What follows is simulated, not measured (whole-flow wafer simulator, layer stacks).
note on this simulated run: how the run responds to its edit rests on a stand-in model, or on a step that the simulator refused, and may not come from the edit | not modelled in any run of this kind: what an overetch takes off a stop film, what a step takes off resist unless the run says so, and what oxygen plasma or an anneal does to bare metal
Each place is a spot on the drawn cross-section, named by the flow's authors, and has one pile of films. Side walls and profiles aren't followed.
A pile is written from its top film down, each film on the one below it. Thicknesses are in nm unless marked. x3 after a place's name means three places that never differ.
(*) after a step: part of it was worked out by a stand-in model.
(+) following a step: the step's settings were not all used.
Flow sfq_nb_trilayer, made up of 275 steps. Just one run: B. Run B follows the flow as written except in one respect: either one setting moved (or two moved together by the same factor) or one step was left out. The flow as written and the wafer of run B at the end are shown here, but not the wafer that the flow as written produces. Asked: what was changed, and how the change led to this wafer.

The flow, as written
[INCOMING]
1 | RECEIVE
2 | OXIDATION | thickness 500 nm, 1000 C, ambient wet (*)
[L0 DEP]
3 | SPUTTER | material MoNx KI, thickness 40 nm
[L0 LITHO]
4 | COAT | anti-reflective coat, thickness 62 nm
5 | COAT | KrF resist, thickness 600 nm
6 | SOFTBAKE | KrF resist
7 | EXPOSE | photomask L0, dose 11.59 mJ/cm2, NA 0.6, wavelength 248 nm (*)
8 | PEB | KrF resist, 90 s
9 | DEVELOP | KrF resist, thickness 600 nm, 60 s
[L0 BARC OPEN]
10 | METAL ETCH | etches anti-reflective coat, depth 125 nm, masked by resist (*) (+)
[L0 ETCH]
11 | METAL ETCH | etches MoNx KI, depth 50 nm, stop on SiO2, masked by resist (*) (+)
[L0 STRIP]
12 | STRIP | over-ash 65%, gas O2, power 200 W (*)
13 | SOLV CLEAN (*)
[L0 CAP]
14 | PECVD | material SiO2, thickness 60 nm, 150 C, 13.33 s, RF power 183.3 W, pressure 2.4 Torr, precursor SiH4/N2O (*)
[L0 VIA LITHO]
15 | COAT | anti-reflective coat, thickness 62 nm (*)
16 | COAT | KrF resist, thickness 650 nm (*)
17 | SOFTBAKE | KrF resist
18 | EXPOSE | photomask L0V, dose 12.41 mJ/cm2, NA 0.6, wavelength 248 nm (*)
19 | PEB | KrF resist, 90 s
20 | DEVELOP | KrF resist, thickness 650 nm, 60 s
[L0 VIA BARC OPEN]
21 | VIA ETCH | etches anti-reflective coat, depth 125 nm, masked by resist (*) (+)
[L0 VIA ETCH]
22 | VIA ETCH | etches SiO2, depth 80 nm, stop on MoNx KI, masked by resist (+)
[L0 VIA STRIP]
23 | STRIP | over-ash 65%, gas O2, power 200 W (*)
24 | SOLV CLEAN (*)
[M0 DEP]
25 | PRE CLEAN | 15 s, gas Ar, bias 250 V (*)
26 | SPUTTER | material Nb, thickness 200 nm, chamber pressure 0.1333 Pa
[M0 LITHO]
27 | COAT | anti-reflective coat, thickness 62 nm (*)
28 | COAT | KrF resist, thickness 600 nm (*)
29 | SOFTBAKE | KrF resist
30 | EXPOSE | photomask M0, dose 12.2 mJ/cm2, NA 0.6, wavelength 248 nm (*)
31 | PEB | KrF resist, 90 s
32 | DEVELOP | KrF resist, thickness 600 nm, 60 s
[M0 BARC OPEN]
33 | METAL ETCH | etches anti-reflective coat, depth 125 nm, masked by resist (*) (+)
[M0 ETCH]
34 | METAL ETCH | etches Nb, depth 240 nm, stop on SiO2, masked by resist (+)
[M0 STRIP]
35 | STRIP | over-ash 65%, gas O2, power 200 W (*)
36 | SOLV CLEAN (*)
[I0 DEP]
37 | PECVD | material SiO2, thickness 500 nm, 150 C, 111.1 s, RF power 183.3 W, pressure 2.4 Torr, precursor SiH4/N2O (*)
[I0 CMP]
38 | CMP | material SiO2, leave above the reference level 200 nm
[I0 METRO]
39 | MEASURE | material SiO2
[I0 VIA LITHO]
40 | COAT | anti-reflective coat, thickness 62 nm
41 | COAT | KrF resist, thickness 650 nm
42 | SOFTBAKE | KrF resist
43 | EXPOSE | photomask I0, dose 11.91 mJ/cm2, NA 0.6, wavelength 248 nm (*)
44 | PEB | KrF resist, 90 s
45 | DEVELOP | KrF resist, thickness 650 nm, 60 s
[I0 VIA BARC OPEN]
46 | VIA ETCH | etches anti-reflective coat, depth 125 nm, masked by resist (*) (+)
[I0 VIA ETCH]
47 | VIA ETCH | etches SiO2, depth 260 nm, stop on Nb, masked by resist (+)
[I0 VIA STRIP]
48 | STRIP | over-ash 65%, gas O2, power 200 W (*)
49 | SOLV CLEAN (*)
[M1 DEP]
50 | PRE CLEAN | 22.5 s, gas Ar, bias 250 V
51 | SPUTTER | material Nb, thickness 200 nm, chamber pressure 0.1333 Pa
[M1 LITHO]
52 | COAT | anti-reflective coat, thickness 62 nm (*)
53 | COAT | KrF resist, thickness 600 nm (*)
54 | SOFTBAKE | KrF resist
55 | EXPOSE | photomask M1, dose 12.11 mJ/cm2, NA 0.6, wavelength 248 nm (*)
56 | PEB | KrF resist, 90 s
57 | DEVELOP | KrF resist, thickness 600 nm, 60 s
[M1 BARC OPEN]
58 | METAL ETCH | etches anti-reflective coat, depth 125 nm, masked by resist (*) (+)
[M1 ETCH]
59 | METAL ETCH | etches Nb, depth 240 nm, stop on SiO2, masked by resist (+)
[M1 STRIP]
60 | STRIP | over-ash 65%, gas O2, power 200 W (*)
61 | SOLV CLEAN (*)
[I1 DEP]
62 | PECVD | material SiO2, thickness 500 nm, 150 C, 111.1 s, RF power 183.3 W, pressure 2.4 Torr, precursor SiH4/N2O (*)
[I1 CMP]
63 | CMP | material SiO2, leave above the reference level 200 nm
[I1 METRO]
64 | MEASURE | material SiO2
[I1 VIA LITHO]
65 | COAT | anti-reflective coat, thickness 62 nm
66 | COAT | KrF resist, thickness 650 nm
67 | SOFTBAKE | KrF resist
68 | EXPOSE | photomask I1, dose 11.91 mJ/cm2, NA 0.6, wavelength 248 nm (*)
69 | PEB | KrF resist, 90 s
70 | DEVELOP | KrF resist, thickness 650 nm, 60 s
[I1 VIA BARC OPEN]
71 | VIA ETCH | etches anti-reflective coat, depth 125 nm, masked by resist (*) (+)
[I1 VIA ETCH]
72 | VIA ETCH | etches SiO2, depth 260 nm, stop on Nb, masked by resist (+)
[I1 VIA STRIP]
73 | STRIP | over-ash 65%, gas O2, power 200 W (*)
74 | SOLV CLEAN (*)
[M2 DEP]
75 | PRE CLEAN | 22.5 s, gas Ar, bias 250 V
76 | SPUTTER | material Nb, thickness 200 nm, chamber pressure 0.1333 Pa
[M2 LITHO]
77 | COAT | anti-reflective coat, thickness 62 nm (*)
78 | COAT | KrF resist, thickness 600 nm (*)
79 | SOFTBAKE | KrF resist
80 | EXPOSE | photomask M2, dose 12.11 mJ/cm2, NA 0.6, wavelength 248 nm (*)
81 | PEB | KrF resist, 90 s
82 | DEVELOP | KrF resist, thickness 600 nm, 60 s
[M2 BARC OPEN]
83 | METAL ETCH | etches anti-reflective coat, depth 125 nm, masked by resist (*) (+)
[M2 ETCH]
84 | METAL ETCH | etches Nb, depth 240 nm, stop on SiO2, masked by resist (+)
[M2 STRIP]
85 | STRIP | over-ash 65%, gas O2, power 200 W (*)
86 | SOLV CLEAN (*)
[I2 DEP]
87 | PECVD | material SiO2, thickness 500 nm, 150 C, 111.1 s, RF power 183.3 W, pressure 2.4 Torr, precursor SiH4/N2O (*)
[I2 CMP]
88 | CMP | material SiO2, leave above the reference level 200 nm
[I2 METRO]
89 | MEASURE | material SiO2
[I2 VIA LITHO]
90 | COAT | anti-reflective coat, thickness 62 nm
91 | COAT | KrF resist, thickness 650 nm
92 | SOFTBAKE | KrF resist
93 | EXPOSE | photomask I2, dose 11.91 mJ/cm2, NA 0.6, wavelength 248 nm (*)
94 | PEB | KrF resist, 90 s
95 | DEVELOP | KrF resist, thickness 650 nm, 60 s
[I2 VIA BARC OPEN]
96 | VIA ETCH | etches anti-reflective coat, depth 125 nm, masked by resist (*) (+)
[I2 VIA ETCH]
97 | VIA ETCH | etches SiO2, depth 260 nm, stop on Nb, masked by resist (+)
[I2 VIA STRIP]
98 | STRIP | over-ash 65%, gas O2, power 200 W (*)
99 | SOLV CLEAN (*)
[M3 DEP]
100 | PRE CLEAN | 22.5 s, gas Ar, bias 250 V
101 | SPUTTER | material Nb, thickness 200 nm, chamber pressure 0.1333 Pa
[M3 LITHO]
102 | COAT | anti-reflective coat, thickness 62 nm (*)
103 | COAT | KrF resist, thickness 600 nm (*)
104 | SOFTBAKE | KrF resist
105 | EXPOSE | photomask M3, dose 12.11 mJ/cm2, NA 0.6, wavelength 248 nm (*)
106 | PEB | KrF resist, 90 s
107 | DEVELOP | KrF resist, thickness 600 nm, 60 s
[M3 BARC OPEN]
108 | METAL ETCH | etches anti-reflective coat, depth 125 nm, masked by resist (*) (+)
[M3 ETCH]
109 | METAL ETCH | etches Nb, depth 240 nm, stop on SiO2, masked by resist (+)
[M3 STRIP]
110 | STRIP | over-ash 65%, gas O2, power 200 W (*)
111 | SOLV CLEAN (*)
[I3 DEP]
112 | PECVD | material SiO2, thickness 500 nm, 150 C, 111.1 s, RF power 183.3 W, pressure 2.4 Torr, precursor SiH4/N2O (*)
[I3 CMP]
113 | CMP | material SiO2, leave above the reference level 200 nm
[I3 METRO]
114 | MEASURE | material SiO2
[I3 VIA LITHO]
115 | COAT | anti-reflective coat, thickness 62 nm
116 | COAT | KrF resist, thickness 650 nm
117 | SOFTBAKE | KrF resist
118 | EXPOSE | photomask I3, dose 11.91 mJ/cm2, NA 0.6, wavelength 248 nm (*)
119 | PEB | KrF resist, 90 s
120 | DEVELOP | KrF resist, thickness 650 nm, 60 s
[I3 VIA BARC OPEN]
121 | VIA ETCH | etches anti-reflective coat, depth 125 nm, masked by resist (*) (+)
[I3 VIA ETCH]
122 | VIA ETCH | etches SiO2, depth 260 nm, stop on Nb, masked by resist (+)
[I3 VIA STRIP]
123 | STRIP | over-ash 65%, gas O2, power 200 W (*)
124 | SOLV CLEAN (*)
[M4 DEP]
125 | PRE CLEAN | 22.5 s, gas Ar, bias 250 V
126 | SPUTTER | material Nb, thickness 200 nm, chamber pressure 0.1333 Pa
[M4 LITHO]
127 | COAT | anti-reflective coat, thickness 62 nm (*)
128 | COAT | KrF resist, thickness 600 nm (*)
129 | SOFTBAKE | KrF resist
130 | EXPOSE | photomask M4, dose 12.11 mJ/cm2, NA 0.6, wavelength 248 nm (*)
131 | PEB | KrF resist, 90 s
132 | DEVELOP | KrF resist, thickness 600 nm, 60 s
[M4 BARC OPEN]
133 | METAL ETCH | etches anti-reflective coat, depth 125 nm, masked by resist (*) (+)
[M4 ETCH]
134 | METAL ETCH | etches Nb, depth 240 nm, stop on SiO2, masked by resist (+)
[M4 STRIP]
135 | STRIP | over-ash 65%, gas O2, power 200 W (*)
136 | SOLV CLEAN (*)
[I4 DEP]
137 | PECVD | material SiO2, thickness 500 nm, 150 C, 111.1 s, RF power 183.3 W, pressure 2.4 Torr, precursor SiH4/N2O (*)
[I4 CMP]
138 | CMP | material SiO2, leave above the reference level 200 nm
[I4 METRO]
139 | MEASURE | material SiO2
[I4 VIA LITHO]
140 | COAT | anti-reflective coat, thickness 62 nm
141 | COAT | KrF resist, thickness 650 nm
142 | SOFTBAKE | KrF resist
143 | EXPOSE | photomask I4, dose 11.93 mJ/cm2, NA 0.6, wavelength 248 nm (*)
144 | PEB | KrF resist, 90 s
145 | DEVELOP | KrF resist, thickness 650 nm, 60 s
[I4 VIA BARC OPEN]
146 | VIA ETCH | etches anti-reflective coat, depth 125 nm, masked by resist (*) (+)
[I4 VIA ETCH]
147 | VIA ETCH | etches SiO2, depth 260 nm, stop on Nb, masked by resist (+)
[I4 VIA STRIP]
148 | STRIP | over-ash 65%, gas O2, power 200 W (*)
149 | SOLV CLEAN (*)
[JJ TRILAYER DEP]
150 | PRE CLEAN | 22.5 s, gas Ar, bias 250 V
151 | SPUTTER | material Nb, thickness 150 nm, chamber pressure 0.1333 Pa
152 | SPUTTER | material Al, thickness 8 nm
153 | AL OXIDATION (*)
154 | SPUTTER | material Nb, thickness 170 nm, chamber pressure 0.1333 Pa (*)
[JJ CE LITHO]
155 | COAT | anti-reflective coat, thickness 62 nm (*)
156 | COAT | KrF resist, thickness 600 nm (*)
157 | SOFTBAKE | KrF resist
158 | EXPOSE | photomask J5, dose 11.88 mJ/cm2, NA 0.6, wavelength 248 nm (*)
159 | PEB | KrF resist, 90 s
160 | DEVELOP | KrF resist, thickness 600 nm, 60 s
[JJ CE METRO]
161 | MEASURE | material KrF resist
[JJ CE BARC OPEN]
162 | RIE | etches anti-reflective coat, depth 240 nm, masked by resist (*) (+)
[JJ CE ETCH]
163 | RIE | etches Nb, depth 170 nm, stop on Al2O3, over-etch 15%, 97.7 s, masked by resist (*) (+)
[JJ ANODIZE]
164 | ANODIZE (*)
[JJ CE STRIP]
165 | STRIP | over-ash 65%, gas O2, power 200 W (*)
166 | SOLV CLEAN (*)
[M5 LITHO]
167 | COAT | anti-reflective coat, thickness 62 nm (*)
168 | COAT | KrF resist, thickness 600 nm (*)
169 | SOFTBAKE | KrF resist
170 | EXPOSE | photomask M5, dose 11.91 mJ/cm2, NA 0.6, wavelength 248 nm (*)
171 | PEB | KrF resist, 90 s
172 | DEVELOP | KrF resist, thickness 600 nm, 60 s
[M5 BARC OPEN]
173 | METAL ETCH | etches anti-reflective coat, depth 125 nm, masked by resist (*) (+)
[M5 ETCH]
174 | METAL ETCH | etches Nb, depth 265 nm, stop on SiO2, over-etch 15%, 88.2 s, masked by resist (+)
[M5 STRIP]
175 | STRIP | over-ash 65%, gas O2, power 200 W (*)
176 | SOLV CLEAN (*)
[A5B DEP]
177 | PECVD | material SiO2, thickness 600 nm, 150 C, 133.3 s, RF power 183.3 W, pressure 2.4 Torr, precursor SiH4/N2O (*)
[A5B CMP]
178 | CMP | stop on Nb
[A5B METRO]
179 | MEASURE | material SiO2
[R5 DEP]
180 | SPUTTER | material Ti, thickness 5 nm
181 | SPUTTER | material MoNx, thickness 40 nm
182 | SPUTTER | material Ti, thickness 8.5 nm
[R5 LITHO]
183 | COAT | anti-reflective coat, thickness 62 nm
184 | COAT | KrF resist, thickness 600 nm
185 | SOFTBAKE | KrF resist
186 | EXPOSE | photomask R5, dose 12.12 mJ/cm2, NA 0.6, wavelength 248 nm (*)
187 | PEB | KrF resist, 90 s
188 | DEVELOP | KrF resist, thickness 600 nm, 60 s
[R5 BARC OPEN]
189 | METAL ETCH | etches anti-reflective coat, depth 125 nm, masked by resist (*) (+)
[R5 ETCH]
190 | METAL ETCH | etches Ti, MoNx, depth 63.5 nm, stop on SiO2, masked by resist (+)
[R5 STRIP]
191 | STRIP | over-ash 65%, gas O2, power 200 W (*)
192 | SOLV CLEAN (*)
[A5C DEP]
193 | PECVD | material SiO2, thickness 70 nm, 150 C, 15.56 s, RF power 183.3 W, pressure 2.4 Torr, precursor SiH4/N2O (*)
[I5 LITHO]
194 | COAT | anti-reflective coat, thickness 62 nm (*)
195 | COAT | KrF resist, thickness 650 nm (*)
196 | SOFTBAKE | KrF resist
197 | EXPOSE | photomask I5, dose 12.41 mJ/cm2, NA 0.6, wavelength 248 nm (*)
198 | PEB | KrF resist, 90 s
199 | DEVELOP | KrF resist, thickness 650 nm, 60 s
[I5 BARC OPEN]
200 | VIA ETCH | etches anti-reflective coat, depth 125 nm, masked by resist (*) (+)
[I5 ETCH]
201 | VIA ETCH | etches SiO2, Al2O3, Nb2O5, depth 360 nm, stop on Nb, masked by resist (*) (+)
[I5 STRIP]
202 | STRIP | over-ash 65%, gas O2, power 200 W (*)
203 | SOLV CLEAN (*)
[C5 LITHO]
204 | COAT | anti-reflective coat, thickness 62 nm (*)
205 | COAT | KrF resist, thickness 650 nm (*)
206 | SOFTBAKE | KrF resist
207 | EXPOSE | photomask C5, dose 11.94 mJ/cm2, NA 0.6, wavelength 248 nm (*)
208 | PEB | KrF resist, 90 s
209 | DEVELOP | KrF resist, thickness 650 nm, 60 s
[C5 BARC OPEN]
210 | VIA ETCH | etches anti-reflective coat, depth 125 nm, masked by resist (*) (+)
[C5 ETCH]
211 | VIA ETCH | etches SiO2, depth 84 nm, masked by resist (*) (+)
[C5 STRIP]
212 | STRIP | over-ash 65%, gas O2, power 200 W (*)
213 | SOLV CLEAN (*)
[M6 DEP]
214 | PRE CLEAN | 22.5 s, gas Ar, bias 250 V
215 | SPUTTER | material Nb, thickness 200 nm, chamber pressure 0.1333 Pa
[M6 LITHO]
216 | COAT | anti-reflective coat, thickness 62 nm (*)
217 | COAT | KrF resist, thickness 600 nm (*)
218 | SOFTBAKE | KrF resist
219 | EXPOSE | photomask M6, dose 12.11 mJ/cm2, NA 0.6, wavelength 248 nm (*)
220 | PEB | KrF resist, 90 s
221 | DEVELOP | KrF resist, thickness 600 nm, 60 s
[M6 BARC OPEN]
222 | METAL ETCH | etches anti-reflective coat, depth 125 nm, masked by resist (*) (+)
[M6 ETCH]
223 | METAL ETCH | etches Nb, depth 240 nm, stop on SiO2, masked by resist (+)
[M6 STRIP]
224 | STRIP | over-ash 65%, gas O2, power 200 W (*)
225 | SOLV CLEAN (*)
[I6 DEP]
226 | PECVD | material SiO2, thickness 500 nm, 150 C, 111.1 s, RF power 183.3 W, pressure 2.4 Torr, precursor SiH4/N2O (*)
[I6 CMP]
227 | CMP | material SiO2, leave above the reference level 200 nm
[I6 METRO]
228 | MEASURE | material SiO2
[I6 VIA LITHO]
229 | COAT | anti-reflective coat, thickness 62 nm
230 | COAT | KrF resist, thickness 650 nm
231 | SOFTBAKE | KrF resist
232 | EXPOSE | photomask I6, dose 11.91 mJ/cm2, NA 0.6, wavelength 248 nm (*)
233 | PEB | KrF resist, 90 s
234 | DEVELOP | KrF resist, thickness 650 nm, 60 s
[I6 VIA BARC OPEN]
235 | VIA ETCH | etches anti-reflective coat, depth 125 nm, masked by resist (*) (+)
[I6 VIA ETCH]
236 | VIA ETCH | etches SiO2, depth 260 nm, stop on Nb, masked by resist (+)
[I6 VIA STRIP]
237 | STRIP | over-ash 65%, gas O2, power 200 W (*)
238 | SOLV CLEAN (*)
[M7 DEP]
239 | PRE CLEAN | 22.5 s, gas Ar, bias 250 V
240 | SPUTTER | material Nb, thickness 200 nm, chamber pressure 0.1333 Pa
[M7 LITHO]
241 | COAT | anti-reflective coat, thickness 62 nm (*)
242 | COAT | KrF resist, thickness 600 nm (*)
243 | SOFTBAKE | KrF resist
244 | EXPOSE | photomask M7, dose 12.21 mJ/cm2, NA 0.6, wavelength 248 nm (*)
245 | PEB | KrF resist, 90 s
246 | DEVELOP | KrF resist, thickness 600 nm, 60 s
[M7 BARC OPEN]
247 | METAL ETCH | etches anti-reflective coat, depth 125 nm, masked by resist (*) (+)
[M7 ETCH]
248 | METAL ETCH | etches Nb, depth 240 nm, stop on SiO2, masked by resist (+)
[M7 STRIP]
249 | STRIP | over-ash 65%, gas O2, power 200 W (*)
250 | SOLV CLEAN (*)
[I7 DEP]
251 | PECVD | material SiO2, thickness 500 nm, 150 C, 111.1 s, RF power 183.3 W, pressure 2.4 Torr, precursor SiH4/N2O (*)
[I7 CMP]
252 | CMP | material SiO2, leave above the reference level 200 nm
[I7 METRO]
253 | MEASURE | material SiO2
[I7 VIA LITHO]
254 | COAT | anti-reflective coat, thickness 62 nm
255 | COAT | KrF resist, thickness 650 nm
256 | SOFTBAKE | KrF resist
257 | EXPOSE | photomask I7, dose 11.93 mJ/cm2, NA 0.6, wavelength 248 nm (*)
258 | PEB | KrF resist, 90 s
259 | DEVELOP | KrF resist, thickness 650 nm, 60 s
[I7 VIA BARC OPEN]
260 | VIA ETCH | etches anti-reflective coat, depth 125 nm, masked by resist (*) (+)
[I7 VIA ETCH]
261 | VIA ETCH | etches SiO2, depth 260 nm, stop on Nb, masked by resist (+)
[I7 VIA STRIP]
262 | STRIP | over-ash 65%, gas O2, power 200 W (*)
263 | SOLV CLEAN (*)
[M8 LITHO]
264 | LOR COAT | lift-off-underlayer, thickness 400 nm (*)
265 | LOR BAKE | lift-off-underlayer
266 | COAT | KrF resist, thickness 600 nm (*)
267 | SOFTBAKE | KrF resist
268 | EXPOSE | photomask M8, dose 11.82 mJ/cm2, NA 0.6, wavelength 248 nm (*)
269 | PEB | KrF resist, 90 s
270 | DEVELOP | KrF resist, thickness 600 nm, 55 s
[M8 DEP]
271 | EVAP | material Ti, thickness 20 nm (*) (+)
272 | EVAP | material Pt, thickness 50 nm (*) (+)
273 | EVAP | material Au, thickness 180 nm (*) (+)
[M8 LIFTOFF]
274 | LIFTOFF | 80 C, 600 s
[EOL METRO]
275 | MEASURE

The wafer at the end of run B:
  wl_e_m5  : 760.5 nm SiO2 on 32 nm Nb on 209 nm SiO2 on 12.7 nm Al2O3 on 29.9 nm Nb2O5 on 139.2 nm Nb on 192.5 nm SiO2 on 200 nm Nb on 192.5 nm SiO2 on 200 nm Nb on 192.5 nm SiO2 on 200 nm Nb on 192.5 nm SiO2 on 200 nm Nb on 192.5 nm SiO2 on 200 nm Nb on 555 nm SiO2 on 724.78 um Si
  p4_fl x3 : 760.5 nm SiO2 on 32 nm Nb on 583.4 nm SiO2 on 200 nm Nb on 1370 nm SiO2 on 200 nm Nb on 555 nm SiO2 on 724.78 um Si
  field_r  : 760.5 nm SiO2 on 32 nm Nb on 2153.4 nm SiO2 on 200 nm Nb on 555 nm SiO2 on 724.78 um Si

Cause: step 223, METAL ETCH: depth 168 nm was run, though the flow has depth 240 nm.

How this came from the change, step by step:
  223 | METAL ETCH | etches Nb, depth 240 nm, stop on SiO2, masked by resist (+)
      field_l, gap, moat and 76 more: -168 Nb (as written it would have been: -200 Nb (all of it))
      v_sur, via_wl, via_w and 24 more: -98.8 KrF resist (as written it would have been: -141.2 KrF resist)
  224 | STRIP | over-ash 65%, gas O2, power 200 W (*)
      wl_j_sl, wl_j_sr: -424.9 KrF resist (all of it), -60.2 anti-reflective coat (all of it) (as written it would have been: -382.5 KrF resist (all of it), -60.2 anti-reflective coat (all of it))
      wl_c_m6, wl_f_m6: -424.6 KrF resist (all of it), -62 anti-reflective coat (all of it) (as written it would have been: -382.3 KrF resist (all of it), -62 anti-reflective coat (all of it))
      (and at 23 other places as well)
  226 | PECVD | material SiO2, thickness 500 nm, 150 C, 111.1 s, RF power 183.3 W, pressure 2.4 Torr, precursor SiH4/N2O (*)
      field_l, p4_fl x3, p4_w1 x9 and 52 more: +500 SiO2 (new film) (as written it would have been: +500 SiO2)
      moat, field_r, lsp_l, ln_m5, lsp_m: +494.6 SiO2 (new film) (as written it would have been: +493.6 SiO2)
      (and at 9 other places as well)
  227 | CMP | material SiO2, leave above the reference level 200 nm
      field_l, p4_fl x3, p4_w1 x9 and 49 more: -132 SiO2 (as written it would have been: -100 SiO2)
      moat, field_r, lsp_l, ln_m5, lsp_m: -126.6 SiO2 (as written it would have been: -93.6 SiO2)
      (and at 8 other places as well)
If metal films that touch count as one body, wl_e_m5 has 7 bodies (between them, from the top down: SiO2 209 / Al2O3 12.7 / Nb2O5 29.9; SiO2 192.5; SiO2 192.5; SiO2 192.5; SiO2 192.5; SiO2 192.5); the flow as written gives 6 bodies (between them, from the top down: SiO2 192.5; SiO2 192.5; SiO2 192.5; SiO2 192.5; SiO2 192.5).
If metal films that touch count as one body, p4_fl x3 has 3 bodies (between them, from the top down: SiO2 583.4; SiO2 1370); the flow as written gives 2 bodies (between them, from the top down: SiO2 1370).
If metal films that touch count as one body, field_r has 2 bodies (between them, from the top down: SiO2 2153.4); the flow as written gives 1 body.
